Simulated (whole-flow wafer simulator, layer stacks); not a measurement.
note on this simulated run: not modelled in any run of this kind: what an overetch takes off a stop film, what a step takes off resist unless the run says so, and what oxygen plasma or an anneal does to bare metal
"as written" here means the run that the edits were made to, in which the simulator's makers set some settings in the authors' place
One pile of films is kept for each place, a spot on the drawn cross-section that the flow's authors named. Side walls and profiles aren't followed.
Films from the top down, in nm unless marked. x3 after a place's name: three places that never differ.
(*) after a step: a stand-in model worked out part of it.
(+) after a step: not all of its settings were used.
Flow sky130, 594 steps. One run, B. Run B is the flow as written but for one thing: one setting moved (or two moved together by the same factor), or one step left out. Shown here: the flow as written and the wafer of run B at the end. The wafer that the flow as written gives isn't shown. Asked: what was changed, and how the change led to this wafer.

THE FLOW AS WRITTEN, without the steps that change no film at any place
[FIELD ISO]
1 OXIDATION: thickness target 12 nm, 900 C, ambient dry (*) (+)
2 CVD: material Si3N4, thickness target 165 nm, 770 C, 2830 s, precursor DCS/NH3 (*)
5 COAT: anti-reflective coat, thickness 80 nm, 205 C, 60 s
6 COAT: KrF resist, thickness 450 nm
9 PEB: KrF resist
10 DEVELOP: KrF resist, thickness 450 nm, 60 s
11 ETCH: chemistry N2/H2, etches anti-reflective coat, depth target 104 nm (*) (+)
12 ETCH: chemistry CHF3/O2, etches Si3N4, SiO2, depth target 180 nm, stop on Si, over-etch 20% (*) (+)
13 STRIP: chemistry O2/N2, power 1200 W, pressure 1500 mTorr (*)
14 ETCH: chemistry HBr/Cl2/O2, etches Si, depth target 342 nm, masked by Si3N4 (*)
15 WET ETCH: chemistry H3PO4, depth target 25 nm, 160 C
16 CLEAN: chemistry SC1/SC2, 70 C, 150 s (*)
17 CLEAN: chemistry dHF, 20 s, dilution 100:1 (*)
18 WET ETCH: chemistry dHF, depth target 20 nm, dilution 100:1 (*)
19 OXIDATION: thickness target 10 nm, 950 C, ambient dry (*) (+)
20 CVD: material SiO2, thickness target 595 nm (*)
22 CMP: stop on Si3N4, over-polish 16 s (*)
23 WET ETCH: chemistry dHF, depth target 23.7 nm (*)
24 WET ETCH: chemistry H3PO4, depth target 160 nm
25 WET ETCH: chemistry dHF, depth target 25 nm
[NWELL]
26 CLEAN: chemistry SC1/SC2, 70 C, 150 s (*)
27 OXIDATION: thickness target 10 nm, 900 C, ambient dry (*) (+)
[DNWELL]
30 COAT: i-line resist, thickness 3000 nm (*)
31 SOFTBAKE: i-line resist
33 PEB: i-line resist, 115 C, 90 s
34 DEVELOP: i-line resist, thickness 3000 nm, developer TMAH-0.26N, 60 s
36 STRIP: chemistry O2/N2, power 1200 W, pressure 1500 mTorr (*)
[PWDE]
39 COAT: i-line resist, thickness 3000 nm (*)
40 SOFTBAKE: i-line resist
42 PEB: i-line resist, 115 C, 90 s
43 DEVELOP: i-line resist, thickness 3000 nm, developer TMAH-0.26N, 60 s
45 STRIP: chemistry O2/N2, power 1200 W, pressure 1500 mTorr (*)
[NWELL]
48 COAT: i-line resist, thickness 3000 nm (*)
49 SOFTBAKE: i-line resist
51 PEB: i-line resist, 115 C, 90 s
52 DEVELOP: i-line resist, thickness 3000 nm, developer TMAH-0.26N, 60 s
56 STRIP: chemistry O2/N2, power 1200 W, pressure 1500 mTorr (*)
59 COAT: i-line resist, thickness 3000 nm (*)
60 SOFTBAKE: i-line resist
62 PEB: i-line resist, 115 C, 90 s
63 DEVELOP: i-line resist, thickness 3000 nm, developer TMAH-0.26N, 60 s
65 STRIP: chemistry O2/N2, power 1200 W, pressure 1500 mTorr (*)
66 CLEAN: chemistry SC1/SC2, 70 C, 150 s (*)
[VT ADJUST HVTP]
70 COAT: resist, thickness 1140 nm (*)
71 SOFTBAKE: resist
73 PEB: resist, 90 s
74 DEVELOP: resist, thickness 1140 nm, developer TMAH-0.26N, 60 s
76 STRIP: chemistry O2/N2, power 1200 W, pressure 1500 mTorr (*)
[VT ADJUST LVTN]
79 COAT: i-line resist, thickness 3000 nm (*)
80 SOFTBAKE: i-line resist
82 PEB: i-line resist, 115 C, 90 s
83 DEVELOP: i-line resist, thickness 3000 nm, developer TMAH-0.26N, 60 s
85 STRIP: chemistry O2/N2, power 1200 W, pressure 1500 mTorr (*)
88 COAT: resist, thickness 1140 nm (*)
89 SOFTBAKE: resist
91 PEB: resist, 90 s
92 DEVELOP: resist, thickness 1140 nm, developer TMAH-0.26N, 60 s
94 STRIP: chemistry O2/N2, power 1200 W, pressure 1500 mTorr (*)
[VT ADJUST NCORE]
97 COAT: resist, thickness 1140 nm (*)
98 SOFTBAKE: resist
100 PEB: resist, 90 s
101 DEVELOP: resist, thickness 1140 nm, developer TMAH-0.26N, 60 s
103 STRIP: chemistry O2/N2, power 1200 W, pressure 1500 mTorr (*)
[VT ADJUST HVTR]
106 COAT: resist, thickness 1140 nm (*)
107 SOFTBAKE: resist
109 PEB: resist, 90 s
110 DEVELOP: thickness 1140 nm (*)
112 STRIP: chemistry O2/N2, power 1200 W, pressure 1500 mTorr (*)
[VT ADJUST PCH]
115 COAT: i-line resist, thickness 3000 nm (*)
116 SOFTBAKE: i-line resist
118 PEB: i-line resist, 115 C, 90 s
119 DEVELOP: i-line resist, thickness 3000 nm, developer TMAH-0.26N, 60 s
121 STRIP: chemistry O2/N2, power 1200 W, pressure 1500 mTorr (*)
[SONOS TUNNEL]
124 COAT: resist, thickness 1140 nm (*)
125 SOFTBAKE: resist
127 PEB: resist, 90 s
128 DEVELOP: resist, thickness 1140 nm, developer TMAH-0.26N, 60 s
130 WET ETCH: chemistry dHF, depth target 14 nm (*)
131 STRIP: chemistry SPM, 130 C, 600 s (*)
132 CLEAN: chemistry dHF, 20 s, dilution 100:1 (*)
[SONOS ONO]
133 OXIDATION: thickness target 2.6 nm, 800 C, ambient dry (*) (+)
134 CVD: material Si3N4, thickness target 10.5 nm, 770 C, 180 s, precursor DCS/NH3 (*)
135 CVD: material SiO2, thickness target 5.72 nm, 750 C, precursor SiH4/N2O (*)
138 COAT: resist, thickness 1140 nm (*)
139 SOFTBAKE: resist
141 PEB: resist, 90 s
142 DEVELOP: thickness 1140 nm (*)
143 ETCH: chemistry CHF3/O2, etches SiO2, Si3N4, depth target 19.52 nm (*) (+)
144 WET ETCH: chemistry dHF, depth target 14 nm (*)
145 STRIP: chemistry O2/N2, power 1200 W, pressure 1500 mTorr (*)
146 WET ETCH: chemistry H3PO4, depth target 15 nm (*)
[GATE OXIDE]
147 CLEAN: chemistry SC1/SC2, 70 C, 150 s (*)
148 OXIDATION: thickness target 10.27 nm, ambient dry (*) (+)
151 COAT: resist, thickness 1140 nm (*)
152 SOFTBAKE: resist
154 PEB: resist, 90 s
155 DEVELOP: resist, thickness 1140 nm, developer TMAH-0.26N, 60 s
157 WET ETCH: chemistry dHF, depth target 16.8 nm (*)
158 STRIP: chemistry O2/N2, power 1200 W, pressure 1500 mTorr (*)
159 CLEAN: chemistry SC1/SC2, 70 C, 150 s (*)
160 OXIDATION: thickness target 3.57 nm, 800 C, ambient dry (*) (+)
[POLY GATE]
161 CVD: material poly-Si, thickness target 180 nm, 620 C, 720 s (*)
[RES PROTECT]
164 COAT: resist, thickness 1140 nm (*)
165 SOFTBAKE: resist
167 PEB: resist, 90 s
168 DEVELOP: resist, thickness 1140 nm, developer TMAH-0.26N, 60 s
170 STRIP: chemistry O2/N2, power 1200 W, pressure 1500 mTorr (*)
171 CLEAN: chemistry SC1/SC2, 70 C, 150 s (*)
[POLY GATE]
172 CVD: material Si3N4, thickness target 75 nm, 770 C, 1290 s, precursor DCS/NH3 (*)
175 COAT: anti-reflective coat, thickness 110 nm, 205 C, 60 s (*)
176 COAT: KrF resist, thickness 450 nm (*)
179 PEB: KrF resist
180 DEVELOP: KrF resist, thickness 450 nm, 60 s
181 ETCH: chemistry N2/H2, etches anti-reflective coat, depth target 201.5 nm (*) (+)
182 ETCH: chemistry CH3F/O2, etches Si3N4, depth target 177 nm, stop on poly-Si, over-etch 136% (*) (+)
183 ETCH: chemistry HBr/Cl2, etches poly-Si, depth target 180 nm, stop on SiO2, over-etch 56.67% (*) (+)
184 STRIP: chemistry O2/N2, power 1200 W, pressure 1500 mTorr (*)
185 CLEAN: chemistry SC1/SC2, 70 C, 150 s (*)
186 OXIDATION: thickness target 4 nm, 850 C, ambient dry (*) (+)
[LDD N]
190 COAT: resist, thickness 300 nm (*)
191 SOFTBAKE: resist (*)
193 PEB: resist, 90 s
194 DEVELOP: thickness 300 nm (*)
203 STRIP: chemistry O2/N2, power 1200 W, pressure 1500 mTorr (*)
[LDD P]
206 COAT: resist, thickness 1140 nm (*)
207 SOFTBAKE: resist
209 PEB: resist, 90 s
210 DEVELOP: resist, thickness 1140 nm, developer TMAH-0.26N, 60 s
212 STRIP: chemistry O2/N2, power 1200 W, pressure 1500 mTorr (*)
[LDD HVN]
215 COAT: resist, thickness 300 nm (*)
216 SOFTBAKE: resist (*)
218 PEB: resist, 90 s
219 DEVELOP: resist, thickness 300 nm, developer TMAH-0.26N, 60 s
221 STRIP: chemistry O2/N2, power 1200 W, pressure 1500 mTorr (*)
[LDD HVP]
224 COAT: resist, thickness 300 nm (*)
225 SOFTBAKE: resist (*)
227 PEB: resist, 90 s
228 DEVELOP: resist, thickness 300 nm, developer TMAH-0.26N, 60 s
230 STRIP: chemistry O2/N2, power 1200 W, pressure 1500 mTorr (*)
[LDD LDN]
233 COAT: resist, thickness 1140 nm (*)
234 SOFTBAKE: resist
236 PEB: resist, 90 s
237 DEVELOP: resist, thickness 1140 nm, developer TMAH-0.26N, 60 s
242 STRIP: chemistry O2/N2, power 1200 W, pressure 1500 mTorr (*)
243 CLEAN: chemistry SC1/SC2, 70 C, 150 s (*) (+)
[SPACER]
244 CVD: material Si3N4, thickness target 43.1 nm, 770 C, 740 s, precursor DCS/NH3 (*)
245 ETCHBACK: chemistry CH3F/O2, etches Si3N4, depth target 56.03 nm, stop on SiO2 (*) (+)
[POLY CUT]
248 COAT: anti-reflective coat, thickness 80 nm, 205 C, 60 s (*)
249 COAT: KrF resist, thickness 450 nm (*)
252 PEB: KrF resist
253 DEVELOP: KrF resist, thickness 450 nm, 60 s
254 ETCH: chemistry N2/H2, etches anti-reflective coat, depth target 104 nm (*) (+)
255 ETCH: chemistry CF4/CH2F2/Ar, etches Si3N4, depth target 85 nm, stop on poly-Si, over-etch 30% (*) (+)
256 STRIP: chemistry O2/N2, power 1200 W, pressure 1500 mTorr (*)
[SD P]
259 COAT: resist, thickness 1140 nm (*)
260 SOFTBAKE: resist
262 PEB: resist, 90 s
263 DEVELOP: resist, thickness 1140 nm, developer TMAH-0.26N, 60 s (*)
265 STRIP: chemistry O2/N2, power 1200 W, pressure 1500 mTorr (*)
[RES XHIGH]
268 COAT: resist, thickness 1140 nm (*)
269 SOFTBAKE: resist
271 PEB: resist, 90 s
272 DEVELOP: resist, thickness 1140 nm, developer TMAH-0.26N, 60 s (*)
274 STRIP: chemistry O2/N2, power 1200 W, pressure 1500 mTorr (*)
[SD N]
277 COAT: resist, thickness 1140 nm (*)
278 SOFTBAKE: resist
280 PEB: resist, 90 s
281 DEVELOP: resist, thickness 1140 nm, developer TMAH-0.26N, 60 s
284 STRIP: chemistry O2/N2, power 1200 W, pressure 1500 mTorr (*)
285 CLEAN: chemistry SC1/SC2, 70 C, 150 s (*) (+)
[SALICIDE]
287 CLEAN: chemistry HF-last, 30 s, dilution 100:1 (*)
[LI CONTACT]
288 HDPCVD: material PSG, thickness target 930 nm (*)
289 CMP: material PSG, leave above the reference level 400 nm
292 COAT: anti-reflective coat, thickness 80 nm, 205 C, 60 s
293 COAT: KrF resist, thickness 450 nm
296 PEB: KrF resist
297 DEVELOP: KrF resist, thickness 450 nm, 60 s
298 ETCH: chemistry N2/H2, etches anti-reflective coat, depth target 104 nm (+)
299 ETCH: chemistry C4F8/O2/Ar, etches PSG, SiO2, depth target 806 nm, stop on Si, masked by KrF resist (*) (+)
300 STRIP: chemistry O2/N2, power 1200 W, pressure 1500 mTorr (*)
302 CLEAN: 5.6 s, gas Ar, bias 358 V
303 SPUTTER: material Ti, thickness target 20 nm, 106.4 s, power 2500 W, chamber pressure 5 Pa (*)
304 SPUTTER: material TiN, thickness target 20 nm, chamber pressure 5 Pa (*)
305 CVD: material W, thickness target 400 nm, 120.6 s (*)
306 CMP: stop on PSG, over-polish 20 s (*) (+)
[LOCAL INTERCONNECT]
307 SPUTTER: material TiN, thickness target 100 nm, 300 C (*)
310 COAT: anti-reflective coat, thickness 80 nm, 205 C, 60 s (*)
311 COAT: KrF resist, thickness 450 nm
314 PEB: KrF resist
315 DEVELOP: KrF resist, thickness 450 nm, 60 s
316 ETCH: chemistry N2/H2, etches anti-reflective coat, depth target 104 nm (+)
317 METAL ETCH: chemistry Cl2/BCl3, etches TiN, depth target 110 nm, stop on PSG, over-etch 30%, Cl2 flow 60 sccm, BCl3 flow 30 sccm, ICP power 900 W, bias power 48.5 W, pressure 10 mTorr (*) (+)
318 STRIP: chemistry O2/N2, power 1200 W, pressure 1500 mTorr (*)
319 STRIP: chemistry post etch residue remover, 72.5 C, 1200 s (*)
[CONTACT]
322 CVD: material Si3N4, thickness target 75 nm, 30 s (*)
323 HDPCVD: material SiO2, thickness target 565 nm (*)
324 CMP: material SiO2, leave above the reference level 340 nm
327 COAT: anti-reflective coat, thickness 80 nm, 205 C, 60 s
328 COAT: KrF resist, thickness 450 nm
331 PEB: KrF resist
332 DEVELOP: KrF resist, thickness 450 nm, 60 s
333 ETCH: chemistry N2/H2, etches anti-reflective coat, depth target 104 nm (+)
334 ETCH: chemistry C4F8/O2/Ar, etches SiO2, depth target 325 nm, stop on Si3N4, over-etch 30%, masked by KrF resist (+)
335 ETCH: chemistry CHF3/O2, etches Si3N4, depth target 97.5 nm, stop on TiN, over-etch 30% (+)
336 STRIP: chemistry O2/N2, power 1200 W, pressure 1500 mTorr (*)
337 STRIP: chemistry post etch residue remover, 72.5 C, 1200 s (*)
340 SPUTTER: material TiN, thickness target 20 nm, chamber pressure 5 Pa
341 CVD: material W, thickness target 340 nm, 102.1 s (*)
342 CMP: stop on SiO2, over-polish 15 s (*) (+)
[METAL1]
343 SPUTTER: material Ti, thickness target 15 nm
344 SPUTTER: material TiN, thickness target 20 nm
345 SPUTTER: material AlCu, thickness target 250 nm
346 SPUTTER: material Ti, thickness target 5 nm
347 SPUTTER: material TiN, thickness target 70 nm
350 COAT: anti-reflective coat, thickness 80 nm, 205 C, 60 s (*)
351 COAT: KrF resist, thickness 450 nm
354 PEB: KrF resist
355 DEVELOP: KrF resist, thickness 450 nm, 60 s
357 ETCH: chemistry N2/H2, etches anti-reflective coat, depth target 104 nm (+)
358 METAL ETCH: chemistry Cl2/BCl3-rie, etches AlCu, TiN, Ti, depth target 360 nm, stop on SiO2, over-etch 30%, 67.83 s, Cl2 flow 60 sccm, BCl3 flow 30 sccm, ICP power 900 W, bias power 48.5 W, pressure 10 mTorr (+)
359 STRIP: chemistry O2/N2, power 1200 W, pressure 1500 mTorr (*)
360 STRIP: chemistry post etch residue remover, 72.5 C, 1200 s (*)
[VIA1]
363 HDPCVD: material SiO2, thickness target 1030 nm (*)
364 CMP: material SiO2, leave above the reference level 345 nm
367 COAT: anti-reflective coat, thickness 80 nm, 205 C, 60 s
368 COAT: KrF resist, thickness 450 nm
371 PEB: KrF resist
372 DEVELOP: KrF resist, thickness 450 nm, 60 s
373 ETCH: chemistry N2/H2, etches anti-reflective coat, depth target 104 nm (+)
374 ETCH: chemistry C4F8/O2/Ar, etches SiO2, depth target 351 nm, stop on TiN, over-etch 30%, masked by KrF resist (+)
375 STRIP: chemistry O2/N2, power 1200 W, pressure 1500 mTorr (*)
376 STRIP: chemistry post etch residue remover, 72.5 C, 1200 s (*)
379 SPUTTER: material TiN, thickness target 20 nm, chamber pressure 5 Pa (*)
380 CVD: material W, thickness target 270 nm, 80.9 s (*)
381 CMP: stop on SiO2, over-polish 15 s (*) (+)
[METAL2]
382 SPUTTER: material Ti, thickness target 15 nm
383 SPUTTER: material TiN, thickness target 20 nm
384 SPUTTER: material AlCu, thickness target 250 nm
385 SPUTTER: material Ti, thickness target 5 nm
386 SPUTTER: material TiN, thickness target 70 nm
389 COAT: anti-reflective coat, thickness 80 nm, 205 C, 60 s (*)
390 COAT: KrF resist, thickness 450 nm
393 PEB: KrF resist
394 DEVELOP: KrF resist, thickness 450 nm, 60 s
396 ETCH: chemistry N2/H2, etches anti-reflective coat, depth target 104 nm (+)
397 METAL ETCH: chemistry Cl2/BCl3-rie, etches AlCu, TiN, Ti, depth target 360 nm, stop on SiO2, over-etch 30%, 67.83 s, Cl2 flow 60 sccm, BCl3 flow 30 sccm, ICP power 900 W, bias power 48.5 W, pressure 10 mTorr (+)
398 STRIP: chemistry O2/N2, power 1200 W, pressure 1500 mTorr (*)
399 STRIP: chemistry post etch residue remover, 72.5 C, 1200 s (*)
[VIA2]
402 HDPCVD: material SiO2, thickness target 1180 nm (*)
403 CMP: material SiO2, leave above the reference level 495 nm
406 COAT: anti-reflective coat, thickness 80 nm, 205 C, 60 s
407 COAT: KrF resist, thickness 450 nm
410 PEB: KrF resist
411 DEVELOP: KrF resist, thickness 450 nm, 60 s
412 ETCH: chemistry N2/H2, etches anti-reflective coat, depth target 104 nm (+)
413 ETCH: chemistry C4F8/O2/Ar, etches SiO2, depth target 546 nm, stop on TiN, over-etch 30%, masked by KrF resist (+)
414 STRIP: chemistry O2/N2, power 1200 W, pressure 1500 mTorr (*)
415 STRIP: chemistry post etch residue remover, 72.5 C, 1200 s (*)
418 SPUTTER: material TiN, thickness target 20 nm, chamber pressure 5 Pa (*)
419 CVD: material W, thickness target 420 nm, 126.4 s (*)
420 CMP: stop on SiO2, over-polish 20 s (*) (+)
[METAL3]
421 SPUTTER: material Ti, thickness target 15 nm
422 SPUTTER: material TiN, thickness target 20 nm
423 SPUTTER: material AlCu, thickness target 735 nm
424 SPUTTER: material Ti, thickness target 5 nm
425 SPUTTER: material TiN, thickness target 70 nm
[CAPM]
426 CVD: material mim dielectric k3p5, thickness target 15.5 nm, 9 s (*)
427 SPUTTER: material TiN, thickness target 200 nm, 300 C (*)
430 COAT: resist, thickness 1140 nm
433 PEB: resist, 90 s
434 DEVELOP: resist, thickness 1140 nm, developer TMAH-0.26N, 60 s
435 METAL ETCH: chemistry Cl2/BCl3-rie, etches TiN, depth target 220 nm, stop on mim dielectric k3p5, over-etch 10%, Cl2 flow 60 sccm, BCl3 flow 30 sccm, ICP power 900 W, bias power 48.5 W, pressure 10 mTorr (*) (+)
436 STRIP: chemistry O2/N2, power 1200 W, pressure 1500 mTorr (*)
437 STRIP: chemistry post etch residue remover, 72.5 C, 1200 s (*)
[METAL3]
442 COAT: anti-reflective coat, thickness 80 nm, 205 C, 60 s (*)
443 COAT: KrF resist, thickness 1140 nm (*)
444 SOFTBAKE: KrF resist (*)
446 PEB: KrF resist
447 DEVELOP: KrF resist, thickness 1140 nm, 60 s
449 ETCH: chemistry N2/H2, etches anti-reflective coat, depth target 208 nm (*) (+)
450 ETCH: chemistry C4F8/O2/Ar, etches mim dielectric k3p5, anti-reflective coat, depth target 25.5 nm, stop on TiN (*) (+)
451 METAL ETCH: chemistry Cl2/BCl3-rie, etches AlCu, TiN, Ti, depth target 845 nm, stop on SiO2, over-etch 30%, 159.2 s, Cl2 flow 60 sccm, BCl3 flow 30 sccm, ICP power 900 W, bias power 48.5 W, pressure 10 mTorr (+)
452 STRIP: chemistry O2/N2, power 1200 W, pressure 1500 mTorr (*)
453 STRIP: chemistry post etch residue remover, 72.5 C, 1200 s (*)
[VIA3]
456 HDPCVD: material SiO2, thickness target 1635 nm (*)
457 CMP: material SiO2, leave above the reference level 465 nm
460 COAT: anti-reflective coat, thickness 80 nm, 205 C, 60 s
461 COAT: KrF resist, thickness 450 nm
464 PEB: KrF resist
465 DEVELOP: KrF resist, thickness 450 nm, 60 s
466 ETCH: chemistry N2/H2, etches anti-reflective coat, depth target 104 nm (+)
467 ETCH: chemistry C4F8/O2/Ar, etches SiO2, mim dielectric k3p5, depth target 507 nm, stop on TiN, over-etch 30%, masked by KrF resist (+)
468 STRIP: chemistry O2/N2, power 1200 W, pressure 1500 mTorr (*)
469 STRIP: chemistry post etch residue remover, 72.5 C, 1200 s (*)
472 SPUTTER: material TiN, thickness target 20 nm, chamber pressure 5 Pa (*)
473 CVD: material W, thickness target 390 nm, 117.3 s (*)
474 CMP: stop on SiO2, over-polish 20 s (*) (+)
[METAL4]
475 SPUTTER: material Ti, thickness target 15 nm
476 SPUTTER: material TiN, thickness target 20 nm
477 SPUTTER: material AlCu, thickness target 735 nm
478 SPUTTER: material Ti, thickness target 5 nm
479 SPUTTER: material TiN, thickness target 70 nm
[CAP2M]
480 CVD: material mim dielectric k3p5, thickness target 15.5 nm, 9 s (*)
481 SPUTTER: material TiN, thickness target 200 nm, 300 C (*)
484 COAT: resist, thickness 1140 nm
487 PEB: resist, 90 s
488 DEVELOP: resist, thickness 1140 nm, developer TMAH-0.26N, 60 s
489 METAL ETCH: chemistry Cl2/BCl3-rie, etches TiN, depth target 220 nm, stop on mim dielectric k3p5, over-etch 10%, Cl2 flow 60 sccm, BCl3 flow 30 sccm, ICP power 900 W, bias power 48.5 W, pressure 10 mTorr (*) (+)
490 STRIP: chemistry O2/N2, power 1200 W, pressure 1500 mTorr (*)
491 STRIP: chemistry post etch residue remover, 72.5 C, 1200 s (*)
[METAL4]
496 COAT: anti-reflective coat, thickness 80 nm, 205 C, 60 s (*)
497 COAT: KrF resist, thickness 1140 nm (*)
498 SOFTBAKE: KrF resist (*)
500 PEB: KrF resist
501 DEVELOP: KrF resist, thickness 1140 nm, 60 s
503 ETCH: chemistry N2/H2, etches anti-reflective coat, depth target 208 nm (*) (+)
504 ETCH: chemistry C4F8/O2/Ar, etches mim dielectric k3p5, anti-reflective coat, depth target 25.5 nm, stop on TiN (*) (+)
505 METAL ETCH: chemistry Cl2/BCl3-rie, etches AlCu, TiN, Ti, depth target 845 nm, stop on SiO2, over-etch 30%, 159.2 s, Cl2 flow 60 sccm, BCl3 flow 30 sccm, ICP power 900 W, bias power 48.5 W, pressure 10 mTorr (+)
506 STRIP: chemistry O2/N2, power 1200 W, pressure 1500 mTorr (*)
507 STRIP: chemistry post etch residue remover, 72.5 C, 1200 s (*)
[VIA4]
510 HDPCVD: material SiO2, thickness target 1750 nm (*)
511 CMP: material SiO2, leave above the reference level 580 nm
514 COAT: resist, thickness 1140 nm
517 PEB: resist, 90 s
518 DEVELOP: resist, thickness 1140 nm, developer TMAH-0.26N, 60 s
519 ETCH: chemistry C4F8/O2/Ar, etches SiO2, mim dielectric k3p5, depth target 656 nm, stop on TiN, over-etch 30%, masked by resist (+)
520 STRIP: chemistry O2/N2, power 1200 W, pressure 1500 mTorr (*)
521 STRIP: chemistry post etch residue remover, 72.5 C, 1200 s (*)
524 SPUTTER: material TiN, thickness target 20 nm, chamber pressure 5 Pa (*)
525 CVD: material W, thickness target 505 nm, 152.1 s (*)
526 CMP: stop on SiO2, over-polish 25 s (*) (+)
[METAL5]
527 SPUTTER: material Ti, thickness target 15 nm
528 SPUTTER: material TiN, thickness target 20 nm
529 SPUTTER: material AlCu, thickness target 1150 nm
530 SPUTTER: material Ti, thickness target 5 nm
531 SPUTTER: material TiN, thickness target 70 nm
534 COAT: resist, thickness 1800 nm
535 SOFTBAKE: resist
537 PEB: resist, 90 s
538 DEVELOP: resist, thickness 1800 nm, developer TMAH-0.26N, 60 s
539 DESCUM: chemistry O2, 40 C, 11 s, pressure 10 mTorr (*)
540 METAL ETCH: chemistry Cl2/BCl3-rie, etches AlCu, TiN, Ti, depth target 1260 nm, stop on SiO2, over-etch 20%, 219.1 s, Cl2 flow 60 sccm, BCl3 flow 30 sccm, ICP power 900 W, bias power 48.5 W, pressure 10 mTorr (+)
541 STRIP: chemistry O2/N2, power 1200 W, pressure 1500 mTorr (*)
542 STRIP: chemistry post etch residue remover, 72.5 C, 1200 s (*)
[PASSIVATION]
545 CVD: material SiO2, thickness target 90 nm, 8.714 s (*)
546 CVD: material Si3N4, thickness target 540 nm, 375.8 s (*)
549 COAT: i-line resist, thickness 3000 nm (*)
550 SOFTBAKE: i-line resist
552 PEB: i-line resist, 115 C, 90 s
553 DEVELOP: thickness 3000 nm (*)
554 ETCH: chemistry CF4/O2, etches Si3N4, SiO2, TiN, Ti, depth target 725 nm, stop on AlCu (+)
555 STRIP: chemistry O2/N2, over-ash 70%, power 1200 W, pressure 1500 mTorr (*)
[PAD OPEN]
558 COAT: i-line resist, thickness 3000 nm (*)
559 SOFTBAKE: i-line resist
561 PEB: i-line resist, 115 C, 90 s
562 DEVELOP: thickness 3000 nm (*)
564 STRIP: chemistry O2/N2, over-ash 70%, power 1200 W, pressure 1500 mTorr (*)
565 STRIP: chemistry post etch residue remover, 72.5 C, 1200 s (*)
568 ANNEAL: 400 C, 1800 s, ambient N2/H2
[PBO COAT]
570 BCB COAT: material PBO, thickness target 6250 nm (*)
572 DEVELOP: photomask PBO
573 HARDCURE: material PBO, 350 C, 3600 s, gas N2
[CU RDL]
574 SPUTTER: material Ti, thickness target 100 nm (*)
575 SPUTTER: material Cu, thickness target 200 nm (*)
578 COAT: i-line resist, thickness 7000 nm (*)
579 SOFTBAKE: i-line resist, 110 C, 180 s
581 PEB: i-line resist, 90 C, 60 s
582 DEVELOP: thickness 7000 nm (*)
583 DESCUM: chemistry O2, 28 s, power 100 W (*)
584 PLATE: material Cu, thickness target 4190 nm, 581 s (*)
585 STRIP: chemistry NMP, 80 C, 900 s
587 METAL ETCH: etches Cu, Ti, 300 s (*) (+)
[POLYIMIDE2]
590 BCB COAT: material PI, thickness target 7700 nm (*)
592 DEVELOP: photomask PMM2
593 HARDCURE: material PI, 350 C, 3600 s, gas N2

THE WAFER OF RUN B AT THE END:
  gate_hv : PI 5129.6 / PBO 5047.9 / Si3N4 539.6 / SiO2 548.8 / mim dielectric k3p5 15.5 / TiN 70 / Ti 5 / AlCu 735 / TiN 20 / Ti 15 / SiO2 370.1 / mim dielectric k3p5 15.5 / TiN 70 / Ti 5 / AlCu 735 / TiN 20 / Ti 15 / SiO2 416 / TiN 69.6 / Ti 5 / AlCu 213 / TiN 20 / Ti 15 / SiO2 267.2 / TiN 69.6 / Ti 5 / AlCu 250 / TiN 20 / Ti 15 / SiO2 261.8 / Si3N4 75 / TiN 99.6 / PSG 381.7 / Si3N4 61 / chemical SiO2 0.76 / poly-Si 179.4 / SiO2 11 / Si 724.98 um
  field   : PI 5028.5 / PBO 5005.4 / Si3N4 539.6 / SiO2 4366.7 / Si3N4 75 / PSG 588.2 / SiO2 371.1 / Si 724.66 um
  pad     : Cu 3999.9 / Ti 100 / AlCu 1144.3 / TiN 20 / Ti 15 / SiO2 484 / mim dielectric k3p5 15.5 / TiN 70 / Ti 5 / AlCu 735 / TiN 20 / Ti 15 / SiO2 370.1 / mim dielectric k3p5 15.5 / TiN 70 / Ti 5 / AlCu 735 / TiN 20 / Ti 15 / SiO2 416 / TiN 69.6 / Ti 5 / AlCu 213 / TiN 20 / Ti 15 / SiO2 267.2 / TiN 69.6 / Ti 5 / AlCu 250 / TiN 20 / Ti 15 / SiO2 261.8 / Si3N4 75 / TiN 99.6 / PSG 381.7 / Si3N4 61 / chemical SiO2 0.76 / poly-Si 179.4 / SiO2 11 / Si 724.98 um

The cause: step 384, SPUTTER: thickness target 213 nm was run, where the flow has thickness target 250 nm.
It can be read off the wafer: gate_hv has AlCu 213, and step 384 as written asks for 250 nm.

How the change led to this, step by step:
  384 SPUTTER: material AlCu, thickness target 250 nm
      field, active, n_well and 188 more: AlCu +213 (new film) (as written it would be: AlCu +250 (new film))
  397 METAL ETCH: chemistry Cl2/BCl3-rie, etches AlCu, TiN, Ti, depth target 360 nm, stop on SiO2, over-etch 30%, 67.83 s, Cl2 flow 60 sccm, BCl3 flow 30 sccm, ICP power 900 W, bias power 48.5 W, pressure 10 mTorr (+)
      field, active, gate and 82 more: TiN -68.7 (all of it), Ti -5 (all of it), AlCu -213 (all of it), TiN -20 (all of it), Ti -15 (all of it), SiO2 -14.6 (as written it would be: TiN -68.7 (all of it), Ti -5 (all of it), AlCu -250 (all of it), TiN -20 (all of it), Ti -15 (all of it), SiO2 -10.9)
  403 CMP: material SiO2, leave above the reference level 495 nm
      field, active, gate and 82 more: SiO2 -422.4 (as written it would be: SiO2 -389.1)
